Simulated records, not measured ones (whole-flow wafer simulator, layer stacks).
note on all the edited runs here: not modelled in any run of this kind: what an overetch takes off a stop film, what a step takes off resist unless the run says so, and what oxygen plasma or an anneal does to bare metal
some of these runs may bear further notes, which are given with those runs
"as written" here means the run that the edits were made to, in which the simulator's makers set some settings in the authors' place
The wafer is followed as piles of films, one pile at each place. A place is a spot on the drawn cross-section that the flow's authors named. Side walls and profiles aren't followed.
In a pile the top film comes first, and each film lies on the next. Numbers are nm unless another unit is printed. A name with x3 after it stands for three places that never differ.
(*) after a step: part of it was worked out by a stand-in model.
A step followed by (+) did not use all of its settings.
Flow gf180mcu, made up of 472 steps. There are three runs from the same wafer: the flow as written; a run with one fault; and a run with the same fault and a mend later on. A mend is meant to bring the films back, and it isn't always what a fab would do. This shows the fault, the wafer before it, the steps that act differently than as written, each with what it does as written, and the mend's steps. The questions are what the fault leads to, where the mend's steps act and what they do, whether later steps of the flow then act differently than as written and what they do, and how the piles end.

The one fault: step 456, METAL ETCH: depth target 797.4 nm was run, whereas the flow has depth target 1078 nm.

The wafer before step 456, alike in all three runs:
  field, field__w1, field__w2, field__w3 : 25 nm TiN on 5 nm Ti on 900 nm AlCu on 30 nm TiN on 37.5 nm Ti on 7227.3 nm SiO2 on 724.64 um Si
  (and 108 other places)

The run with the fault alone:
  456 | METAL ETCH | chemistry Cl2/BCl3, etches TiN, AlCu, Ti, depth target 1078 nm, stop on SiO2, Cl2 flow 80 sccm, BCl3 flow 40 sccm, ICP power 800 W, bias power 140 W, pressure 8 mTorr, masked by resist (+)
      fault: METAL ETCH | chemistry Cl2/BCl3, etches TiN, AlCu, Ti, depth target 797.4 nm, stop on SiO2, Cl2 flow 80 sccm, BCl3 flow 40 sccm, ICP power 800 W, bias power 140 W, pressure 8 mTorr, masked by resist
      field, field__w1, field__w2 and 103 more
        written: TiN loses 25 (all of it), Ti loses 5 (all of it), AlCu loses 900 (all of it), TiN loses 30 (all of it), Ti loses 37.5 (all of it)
        fault: TiN loses 25 (all of it), Ti loses 5 (all of it), AlCu loses 767.4
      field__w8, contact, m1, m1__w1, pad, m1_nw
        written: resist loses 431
        fault: resist loses 319
  Steps later in the flow that act otherwise than as written:
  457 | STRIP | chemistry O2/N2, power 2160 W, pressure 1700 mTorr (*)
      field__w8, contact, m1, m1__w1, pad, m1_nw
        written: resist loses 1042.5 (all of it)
        fault: resist loses 1154.5 (all of it)
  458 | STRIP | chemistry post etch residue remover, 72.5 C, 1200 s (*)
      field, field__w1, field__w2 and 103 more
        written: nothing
        fault: AlCu loses 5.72
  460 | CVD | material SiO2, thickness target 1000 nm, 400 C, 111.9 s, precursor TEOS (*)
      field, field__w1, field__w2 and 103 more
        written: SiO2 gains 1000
        fault: SiO2 gains 1000 (new film)
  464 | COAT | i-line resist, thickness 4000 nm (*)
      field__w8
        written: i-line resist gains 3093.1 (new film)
        fault: i-line resist gains 3265.4 (new film)
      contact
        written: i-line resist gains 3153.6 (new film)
        fault: i-line resist gains 3307.8 (new film)
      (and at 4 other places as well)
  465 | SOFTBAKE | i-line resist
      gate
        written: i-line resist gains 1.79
        fault: nothing
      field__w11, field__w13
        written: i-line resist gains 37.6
        fault: i-line resist gains 27.6
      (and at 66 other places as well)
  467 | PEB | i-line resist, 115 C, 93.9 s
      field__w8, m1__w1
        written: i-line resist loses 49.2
        fault: i-line resist loses 52.7
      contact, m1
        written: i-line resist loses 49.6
        fault: i-line resist loses 53
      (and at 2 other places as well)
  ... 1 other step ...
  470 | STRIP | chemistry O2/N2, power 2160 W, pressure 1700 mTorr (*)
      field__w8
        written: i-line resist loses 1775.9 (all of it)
        fault: i-line resist loses 1962.2 (all of it)
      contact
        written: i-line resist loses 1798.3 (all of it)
        fault: i-line resist loses 1978.1 (all of it)
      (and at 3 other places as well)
  By the end, the piles at field, field__w1, field__w2 and 103 more depart from the flow's by more than 2% or 0.5 nm, whichever is larger.
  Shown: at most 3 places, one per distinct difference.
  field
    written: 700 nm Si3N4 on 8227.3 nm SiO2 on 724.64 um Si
    fault: 700 nm Si3N4 on 1000 nm SiO2 on 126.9 nm AlCu on 30 nm TiN on 37.5 nm Ti on 7227.3 nm SiO2 on 724.64 um Si
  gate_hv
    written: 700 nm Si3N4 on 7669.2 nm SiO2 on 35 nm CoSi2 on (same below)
    fault: 700 nm Si3N4 on 1000 nm SiO2 on 126.9 nm AlCu on 30 nm TiN on 37.5 nm Ti on 6669.2 nm SiO2 on 35 nm CoSi2 on (same below)
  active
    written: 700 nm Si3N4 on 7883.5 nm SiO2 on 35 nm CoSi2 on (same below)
    fault: 700 nm Si3N4 on 1000 nm SiO2 on 126.9 nm AlCu on 30 nm TiN on 37.5 nm Ti on 6883.5 nm SiO2 on 35 nm CoSi2 on (same below)

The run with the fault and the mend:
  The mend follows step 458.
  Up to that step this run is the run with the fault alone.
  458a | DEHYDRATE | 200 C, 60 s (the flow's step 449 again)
      does not change any film at any place that is followed
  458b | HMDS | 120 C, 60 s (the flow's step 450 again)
      does not change any film at any place that is followed
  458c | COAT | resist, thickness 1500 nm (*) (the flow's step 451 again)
      iso_ptap_pw, iso_ntap_nw, iso_nw_fld and 33 more
        resist gains 1500 (new film)
      field_sub, field_sub__w1, field_sub__w5, ld_fp_n, ld_drift_n, ld_drn_n
        resist gains 1509.9 (new film)
      p_well, sti, spacer, sd_n, mim_1p0, dice_street
        resist gains 1503.8 (new film)
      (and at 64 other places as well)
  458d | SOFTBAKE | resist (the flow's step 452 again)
      sd_p_hv, nw_enc_fld, nw_enc_fld__w1
        resist loses 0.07
      field
        resist loses 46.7
      field__w1
        resist gains 16
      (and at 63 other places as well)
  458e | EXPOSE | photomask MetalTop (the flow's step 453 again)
      does not change any film at any place that is followed
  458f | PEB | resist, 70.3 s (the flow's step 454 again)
      field__w2, field__w3, field__w5 and 41 more
        resist loses 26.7
      iso_ptap_pw, iso_ntap_nw, iso_nw_fld and 33 more
        resist loses 26.5
      p_well, sti, spacer, sd_n, mim_1p0, dice_street
        resist loses 26.6
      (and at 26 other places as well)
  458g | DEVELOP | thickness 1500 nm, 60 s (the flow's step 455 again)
      iso_ptap_pw, iso_ntap_nw, iso_nw_fld and 33 more
        resist loses 1473.5 (all of it)
      field__w5, field__w9, nplus_u, npoly_u, nw_enc_fld_lv__w1, nw_enc_fld_lv__w4
        resist loses 1483.9 (all of it)
      p_well, sti, spacer, sd_n, mim_1p0, dice_street
        resist loses 1477.2 (all of it)
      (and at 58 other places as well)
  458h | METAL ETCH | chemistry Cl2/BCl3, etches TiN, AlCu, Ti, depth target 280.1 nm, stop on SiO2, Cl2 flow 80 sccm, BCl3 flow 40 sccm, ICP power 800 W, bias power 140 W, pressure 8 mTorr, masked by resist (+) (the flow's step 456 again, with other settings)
      field, field__w1, field__w2 and 103 more
        AlCu loses 126.9 (all of it), TiN loses 30 (all of it), Ti loses 37.5 (all of it)
      field__w8, contact, m1, m1__w1, pad, m1_nw
        resist loses 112
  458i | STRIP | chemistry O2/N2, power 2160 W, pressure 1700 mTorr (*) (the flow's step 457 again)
      field__w8
        resist loses 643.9 (all of it)
      contact
        resist loses 641.6 (all of it)
      m1
        resist loses 641.9 (all of it)
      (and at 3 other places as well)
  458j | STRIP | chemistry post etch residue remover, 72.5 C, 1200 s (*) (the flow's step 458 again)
      field__w8, contact, m1, m1__w1, pad, m1_nw
        TiN loses 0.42
  Every later step of the flow that is run acts as written, at every place that is followed, to within 2% or 0.5 nm, whichever is larger.
  When the end is reached, the piles differ only a little from the flow's at the places that both follow, at most by 2% or 0.5 nm, whichever is larger.
